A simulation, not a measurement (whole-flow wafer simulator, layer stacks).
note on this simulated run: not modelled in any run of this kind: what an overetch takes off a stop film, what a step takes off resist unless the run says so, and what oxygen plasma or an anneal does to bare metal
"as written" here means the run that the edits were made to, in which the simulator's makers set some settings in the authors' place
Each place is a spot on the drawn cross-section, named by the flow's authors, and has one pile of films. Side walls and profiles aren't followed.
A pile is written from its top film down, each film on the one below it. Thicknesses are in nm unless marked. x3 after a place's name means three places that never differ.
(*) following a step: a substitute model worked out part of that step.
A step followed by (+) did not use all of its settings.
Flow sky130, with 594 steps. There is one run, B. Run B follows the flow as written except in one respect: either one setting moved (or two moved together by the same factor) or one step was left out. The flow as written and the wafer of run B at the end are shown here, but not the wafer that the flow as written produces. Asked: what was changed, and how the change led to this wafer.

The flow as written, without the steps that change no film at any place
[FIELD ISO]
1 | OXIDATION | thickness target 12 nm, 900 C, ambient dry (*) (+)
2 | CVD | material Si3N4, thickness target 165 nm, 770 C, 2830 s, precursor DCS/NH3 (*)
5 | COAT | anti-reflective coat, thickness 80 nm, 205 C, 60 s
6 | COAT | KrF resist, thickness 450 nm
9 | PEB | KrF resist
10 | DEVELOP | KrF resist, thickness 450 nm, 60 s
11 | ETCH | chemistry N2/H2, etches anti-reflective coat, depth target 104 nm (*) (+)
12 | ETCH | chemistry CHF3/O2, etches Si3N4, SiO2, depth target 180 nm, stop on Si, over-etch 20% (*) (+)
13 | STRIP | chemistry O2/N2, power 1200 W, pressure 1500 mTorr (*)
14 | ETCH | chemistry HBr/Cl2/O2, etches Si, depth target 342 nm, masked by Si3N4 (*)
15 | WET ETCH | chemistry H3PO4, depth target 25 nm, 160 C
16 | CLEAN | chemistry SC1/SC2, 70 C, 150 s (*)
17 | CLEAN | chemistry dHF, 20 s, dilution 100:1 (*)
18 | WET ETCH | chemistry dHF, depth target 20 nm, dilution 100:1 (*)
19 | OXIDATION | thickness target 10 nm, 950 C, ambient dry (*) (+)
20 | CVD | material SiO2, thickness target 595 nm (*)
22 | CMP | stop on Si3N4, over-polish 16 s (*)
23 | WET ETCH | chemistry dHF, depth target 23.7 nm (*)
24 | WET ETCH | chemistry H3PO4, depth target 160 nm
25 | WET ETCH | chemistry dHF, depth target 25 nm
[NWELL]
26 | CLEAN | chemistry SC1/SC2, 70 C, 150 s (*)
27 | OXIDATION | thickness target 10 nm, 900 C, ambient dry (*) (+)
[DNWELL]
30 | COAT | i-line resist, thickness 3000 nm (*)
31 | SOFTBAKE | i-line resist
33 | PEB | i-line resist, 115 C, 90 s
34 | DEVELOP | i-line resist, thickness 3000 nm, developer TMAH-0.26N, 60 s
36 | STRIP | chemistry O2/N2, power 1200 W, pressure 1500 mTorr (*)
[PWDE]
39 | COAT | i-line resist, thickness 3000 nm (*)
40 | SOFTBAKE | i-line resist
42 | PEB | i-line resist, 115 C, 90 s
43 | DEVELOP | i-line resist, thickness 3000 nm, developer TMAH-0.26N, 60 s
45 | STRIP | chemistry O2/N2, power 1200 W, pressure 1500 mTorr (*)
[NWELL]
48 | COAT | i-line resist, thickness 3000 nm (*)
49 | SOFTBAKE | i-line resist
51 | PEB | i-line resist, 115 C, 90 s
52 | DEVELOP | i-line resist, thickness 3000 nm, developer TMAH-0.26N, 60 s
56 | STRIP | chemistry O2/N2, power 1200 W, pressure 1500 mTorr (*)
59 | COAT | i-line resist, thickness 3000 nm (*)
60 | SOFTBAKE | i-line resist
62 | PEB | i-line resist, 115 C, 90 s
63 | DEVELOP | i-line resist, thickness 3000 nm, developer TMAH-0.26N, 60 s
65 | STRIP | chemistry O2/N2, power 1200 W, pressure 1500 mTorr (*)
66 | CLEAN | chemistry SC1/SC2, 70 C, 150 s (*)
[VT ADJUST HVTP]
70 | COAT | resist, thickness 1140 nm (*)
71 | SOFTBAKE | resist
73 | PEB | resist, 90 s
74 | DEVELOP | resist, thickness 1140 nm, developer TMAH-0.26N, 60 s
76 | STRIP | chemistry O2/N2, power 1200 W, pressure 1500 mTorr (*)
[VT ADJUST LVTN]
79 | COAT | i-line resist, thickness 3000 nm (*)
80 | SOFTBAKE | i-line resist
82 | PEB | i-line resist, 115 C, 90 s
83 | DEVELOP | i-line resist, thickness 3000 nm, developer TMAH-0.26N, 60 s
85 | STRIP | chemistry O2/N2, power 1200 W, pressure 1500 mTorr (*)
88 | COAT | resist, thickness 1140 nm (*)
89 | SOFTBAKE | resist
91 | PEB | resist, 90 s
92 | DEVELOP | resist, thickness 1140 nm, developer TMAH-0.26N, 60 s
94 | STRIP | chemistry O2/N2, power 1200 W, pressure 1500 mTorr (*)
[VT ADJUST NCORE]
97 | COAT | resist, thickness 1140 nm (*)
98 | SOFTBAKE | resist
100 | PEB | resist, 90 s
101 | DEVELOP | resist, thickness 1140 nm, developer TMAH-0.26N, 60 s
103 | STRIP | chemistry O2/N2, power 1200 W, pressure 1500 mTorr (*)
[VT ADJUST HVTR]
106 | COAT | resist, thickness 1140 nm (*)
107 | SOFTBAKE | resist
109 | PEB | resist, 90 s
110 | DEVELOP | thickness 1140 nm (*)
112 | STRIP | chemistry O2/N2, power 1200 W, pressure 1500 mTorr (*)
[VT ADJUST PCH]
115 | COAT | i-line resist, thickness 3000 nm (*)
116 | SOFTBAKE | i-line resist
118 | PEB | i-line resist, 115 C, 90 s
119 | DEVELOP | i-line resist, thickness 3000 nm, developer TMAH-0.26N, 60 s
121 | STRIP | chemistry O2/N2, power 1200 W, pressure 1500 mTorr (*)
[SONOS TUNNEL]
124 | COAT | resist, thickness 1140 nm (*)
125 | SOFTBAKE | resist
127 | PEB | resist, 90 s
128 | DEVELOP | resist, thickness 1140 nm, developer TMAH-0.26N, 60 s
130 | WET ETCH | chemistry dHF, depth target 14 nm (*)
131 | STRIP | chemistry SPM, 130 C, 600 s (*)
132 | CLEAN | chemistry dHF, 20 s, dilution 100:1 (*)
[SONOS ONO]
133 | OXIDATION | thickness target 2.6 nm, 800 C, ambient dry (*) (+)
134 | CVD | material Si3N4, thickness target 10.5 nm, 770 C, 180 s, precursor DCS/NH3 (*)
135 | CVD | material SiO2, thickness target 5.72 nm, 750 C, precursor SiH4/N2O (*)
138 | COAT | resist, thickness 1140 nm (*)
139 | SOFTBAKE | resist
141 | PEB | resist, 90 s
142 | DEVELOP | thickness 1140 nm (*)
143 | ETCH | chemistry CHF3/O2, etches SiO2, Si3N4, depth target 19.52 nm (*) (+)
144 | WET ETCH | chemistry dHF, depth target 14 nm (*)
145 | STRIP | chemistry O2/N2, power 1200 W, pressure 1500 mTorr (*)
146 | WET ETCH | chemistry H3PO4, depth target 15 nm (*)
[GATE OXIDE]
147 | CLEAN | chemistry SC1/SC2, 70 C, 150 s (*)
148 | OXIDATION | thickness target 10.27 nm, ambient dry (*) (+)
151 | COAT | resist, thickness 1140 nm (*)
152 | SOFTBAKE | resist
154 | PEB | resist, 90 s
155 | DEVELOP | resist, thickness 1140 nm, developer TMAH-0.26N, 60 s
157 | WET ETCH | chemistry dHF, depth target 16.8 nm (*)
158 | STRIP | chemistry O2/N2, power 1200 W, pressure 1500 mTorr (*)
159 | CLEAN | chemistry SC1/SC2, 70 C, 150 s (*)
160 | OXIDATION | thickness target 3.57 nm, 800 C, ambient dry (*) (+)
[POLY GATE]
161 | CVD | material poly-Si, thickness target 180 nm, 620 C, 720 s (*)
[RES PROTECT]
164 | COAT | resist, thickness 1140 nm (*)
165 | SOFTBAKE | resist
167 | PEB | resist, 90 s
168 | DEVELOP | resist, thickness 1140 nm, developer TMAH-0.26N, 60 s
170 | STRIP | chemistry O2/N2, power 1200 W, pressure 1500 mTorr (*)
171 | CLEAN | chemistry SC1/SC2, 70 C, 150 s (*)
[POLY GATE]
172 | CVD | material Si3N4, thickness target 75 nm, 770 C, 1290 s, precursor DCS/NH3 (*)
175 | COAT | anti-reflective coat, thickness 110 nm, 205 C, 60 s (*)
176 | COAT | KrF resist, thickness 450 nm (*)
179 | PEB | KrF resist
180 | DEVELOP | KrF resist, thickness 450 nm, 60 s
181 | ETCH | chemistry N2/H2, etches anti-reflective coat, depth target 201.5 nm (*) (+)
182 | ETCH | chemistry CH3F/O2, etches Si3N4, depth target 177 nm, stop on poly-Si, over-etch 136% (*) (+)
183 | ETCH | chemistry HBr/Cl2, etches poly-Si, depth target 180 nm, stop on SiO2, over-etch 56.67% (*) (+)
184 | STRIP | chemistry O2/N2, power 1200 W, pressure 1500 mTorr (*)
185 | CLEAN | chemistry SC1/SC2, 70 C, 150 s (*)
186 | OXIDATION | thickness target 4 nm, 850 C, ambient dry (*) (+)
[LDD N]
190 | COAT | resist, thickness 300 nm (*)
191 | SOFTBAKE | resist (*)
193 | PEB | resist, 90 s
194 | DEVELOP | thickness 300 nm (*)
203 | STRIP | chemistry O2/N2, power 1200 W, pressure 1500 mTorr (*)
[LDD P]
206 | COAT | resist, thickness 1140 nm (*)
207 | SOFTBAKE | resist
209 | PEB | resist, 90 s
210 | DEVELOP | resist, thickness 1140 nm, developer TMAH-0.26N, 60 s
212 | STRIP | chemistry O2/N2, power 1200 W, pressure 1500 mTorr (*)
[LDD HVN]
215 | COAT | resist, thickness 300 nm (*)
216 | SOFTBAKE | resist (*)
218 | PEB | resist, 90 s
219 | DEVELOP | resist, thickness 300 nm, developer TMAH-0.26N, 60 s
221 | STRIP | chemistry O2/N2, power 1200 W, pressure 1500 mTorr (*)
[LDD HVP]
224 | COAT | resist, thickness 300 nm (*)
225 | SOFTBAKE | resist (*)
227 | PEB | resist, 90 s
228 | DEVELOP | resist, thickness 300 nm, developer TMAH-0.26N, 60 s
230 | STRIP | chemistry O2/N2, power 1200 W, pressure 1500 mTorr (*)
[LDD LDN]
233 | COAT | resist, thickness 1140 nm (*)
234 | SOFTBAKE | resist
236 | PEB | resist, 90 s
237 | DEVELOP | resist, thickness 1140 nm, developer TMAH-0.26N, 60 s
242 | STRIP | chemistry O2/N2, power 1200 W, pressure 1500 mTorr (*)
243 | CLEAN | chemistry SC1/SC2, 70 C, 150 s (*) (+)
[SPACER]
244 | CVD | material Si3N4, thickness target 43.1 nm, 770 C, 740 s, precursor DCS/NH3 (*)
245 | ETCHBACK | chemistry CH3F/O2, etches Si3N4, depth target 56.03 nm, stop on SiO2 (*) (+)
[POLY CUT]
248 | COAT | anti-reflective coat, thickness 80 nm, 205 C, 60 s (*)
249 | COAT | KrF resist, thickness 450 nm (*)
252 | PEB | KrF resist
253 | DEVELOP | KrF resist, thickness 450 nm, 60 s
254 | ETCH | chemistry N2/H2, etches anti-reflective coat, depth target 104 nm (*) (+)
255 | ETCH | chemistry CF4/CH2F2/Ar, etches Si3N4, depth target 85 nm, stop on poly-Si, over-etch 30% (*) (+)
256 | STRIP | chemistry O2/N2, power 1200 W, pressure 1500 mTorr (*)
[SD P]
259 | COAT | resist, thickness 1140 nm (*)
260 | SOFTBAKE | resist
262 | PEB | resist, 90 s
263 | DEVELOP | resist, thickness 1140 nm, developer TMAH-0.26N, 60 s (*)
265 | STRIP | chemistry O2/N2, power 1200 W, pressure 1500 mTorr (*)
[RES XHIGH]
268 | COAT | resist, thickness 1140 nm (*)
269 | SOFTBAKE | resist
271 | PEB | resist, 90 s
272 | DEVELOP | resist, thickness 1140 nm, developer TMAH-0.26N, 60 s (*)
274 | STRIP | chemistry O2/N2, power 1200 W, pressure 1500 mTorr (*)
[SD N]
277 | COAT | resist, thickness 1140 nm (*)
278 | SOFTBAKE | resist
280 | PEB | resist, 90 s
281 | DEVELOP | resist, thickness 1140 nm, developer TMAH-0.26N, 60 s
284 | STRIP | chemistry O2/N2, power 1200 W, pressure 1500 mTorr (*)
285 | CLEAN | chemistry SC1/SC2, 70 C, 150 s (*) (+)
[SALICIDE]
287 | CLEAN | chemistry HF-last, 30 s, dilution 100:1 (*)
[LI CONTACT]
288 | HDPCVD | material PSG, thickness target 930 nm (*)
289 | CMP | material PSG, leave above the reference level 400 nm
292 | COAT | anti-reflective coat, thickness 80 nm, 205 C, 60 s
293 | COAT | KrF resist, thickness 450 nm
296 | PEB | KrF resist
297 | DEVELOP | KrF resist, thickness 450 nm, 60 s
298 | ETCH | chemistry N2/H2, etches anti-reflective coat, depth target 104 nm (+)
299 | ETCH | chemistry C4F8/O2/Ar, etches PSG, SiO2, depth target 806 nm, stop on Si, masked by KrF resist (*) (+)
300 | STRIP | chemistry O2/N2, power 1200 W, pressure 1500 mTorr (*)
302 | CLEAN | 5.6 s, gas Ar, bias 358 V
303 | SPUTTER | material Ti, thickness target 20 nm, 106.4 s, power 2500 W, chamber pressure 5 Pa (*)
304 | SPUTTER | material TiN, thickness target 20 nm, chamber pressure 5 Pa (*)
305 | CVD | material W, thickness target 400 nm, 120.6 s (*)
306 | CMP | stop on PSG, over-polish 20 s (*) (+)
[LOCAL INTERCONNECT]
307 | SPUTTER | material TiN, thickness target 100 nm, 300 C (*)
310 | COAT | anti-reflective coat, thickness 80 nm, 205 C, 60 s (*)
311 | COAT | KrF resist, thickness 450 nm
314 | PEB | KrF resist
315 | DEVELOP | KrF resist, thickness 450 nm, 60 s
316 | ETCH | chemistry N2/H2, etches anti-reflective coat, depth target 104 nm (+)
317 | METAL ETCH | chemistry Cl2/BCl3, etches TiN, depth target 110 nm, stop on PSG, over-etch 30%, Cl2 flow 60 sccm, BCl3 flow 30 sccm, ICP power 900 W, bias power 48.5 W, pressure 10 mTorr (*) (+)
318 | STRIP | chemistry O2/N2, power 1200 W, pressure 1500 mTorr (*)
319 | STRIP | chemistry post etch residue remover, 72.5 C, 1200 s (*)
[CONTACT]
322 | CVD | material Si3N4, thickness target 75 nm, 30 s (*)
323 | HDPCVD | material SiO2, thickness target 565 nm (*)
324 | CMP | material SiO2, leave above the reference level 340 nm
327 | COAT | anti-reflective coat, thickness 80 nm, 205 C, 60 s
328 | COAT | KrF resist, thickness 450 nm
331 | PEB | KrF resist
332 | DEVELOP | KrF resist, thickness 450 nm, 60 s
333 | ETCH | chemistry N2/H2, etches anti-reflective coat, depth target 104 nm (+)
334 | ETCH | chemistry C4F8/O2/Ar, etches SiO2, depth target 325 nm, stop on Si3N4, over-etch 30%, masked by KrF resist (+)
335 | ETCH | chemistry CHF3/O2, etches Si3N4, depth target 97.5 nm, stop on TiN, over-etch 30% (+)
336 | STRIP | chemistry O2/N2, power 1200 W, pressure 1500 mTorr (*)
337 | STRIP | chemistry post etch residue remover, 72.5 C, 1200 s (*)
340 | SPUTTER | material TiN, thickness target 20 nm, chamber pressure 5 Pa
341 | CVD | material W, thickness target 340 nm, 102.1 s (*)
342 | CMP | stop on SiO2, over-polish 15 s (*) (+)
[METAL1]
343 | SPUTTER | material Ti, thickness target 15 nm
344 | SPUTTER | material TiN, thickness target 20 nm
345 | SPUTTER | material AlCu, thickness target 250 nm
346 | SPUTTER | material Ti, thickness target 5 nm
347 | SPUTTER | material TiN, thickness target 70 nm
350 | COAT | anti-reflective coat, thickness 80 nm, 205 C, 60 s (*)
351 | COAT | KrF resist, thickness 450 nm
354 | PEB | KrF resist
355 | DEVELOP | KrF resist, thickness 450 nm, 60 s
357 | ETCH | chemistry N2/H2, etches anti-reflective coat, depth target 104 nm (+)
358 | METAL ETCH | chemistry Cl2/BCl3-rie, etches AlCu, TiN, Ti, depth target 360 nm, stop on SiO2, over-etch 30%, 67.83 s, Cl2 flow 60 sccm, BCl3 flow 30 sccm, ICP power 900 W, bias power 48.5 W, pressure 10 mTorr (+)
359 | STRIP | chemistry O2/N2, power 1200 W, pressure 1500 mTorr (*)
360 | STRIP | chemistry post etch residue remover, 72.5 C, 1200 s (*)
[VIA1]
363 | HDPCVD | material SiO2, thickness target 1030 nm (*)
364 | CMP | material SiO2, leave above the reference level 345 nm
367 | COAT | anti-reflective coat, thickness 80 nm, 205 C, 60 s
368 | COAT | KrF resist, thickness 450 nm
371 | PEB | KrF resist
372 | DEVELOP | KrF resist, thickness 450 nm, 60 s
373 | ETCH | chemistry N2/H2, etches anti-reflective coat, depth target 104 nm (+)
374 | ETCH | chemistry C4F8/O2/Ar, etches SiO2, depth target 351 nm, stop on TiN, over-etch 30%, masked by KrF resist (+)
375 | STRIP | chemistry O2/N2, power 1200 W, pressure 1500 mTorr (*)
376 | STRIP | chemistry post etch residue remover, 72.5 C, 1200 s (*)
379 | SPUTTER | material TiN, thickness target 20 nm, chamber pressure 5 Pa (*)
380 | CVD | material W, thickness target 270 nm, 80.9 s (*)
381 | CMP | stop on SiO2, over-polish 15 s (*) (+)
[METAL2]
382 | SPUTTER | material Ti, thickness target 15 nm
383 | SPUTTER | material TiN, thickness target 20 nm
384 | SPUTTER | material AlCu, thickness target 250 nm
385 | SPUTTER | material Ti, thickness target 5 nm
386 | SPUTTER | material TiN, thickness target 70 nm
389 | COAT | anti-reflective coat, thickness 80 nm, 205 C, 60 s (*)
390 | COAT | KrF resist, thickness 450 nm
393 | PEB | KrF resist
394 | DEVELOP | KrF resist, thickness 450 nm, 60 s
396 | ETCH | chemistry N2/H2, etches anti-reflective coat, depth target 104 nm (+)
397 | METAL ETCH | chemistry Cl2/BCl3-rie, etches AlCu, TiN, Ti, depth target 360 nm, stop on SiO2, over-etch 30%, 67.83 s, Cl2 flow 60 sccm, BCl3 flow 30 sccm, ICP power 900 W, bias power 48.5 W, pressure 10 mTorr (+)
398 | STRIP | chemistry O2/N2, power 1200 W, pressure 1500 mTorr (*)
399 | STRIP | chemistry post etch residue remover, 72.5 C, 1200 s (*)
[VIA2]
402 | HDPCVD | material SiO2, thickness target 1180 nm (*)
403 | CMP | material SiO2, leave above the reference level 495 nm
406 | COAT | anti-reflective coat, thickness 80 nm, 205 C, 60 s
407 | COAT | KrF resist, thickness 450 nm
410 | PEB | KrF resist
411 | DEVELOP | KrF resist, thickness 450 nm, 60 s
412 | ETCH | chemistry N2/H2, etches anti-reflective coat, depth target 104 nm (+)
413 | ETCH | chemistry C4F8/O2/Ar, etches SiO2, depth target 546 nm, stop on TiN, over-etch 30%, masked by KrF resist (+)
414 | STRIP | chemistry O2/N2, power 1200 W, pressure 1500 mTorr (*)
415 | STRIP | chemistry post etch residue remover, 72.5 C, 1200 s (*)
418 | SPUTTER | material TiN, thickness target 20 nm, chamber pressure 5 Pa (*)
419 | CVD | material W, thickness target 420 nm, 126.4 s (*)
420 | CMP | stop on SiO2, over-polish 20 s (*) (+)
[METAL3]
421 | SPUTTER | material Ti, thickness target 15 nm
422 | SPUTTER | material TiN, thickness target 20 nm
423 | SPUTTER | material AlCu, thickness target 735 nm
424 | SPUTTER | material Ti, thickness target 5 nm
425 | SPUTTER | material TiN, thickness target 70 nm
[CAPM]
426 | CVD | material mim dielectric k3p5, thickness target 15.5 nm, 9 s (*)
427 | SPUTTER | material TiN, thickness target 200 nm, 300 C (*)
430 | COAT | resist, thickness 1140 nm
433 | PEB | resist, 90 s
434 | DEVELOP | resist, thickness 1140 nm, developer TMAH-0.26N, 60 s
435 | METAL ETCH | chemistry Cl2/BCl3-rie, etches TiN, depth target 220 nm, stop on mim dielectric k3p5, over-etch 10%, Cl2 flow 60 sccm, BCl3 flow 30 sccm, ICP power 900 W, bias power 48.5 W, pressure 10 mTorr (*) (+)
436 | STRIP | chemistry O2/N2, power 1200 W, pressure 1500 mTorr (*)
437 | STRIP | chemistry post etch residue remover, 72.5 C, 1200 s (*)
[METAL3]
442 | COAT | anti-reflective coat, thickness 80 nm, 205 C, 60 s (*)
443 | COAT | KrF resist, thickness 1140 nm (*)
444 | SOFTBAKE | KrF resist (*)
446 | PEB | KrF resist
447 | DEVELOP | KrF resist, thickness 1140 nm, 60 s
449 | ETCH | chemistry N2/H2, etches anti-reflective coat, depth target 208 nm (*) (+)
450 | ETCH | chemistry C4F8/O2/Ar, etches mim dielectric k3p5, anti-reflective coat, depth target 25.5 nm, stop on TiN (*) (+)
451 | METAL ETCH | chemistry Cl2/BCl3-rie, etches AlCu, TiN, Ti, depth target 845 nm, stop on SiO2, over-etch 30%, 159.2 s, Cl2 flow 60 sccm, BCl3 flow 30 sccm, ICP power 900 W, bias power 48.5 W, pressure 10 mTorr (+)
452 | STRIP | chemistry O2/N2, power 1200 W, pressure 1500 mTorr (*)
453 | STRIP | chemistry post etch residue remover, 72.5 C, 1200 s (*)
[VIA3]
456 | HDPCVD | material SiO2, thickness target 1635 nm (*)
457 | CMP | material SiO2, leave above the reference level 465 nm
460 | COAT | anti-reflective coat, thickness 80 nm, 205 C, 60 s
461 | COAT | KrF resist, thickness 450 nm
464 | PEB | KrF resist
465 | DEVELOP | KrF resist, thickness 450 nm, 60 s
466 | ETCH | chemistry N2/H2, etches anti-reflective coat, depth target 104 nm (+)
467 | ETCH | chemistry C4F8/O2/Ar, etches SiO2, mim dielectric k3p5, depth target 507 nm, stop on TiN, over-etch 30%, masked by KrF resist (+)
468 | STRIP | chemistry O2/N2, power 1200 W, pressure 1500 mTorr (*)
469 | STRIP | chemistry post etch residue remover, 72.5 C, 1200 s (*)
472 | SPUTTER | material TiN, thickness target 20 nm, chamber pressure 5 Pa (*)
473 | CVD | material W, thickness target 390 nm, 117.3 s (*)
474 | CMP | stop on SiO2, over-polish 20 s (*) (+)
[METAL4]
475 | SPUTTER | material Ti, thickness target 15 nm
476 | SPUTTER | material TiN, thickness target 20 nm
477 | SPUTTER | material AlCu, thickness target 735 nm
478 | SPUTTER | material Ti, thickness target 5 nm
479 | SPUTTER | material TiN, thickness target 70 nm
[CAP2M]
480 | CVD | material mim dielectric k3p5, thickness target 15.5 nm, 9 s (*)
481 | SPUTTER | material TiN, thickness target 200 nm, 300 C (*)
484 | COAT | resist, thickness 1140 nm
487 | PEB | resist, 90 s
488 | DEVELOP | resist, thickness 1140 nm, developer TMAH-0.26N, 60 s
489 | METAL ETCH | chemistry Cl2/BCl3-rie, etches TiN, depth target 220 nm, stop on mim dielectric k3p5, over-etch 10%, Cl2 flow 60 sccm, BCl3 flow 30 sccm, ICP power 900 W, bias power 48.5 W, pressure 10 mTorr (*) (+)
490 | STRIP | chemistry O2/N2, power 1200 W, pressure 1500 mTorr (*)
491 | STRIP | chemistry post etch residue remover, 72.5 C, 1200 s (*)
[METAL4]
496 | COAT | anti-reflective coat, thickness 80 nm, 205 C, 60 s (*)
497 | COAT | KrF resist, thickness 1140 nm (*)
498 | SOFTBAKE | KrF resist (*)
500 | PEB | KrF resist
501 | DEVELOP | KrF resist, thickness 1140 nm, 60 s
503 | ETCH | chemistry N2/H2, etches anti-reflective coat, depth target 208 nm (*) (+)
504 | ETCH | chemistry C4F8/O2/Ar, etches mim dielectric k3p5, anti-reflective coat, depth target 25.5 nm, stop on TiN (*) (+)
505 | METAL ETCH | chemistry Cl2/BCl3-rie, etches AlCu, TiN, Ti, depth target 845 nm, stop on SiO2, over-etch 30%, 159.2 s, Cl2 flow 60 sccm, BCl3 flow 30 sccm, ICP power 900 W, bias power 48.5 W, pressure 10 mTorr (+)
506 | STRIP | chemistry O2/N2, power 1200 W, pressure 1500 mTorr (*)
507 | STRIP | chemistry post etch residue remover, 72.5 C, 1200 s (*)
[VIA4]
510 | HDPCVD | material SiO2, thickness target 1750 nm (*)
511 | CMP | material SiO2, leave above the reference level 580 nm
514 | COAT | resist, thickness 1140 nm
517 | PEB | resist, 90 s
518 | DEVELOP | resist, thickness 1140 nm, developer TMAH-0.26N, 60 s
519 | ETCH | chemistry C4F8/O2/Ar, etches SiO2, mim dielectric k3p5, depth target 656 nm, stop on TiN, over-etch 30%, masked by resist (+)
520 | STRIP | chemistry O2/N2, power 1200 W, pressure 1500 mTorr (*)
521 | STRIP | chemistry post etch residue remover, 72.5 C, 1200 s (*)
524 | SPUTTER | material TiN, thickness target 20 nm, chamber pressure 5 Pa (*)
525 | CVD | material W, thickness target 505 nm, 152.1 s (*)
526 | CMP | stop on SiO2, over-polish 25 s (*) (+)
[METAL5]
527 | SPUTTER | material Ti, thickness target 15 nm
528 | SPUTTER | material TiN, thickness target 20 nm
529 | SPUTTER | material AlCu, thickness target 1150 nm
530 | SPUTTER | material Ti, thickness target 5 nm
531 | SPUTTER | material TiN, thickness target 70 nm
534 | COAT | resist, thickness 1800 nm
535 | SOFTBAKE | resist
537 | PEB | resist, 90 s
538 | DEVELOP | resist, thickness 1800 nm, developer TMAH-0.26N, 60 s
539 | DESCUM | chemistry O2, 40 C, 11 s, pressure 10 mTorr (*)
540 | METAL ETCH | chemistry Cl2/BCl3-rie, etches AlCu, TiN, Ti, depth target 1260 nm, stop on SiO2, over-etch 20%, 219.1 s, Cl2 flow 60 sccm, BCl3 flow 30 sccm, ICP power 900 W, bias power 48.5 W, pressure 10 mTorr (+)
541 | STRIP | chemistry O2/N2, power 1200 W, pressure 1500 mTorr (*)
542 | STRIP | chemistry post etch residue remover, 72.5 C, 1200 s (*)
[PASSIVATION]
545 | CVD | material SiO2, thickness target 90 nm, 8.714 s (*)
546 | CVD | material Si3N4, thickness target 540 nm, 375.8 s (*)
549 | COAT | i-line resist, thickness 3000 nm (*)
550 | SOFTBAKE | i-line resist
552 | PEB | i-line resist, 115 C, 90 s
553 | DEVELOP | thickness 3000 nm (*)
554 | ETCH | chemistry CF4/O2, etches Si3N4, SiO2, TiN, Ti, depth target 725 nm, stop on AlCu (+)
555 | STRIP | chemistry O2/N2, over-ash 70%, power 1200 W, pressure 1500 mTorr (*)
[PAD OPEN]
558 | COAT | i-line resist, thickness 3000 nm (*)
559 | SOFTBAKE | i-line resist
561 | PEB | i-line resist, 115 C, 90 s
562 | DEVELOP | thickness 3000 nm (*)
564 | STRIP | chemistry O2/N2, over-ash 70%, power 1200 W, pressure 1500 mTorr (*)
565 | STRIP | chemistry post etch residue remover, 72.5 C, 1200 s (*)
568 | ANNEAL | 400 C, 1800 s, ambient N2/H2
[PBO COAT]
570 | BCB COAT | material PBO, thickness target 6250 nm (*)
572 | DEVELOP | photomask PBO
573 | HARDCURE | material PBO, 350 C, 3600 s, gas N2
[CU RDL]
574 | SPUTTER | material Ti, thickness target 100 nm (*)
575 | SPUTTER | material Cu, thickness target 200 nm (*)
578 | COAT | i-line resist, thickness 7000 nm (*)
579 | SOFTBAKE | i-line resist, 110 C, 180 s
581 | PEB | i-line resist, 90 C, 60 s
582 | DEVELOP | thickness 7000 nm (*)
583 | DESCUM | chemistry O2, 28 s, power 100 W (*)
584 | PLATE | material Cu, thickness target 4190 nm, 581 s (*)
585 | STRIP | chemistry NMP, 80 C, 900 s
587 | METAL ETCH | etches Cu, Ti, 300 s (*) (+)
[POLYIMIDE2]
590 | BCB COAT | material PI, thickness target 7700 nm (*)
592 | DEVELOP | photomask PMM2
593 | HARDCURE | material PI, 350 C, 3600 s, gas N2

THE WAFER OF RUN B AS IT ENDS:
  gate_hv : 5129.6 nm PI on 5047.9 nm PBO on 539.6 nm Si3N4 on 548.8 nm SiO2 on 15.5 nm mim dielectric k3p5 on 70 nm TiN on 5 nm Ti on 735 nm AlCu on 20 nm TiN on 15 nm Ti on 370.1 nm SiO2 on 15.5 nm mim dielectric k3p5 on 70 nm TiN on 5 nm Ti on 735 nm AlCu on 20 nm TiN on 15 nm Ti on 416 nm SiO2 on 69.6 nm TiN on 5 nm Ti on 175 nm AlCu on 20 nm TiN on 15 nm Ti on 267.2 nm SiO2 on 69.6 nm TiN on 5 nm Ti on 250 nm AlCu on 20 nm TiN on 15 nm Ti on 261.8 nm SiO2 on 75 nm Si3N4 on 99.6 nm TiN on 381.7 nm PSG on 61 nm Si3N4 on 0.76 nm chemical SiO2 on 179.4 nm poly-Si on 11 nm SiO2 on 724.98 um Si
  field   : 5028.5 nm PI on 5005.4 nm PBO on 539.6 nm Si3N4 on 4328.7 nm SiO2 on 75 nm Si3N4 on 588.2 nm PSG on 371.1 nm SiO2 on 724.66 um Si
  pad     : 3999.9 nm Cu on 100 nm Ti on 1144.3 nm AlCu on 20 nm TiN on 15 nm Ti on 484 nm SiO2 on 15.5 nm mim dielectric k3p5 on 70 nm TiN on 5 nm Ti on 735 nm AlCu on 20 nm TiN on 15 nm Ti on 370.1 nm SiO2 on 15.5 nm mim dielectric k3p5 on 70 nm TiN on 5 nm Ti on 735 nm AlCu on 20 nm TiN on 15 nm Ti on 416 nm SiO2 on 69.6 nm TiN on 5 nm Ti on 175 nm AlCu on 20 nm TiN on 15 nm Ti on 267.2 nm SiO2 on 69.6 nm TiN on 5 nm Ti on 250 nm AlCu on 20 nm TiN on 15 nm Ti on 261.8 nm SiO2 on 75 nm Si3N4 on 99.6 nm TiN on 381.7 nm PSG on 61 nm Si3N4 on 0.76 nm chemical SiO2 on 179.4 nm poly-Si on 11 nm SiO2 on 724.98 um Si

The reason: step 384, SPUTTER: thickness target 175 nm was run, while the flow as written has thickness target 250 nm.
The wafer itself shows it: gate_hv has AlCu 175, and step 384 as written asks for 250 nm.

How this came from the change, step by step:
  384 | SPUTTER | material AlCu, thickness target 250 nm
      field, active, n_well and 188 more: AlCu gains 175 (new film) (as written it would have been: AlCu gains 250 (new film))
  397 | METAL ETCH | chemistry Cl2/BCl3-rie, etches AlCu, TiN, Ti, depth target 360 nm, stop on SiO2, over-etch 30%, 67.83 s, Cl2 flow 60 sccm, BCl3 flow 30 sccm, ICP power 900 W, bias power 48.5 W, pressure 10 mTorr (+)
      field, active, gate and 82 more: TiN loses 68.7 (all of it), Ti loses 5 (all of it), AlCu loses 175 (all of it), TiN loses 20 (all of it), Ti loses 15 (all of it), SiO2 loses 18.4 (as written it would have been: TiN loses 68.7 (all of it), Ti loses 5 (all of it), AlCu loses 250 (all of it), TiN loses 20 (all of it), Ti loses 15 (all of it), SiO2 loses 10.9)
  403 | CMP | material SiO2, leave above the reference level 495 nm
      field, active, gate and 82 more: SiO2 loses 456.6 (as written it would have been: SiO2 loses 389.1)
